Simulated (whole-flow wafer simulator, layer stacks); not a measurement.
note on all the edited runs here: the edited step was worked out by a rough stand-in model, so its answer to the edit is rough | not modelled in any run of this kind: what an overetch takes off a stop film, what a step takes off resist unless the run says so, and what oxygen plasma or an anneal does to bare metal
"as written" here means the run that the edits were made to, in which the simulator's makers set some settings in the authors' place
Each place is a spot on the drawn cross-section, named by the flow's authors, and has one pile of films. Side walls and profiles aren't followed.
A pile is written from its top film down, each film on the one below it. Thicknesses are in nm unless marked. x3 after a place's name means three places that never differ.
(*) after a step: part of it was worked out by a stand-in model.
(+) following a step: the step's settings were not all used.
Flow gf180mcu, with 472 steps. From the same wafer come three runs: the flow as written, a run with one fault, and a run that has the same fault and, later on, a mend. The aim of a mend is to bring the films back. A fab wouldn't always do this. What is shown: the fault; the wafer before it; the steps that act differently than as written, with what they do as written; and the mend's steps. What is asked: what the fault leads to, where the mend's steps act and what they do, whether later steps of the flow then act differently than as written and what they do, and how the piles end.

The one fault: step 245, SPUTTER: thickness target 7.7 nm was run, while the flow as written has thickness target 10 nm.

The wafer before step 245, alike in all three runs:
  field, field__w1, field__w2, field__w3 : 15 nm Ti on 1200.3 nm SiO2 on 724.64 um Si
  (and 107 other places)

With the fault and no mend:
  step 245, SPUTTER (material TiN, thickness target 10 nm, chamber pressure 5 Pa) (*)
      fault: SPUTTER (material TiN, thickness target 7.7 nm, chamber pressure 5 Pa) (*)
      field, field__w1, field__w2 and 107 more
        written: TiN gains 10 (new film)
        fault: TiN gains 7.7 (new film)
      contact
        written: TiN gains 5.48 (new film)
        fault: TiN gains 4.22 (new film)
  Steps further on in the flow that do not act as written (1 other step is not shown; it differs only slightly, by no more than 2% or 0.5 nm, whichever is larger):
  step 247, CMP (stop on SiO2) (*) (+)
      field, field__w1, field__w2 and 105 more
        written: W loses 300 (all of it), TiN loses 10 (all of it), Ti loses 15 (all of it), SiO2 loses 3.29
        fault: W loses 300 (all of it), TiN loses 7.7 (all of it), Ti loses 15 (all of it), SiO2 loses 3.27
  The piles end different from the flow's at contact, polyc_n, polyc_p by more than 2% or 0.5 nm, whichever is larger.
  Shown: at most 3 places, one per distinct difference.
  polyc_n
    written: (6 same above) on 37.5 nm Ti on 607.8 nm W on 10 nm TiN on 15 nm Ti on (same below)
    fault: (6 same above) on 37.5 nm Ti on 610.1 nm W on 7.7 nm TiN on 15 nm Ti on (same below)
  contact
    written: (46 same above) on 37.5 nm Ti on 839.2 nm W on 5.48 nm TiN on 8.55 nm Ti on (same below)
    fault: (46 same above) on 37.5 nm Ti on 840.5 nm W on 4.22 nm TiN on 8.55 nm Ti on (same below)

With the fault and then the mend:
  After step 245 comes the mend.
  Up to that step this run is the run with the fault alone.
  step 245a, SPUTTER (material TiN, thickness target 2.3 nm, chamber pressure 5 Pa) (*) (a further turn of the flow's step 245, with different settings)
      field, field__w1, field__w2 and 107 more
        TiN gains 2.3
      contact
        TiN gains 1.26
  None of the later steps of the flow acts differently than as written at any place that is followed.
  At every place that both follow, the piles at the end match the flow's.
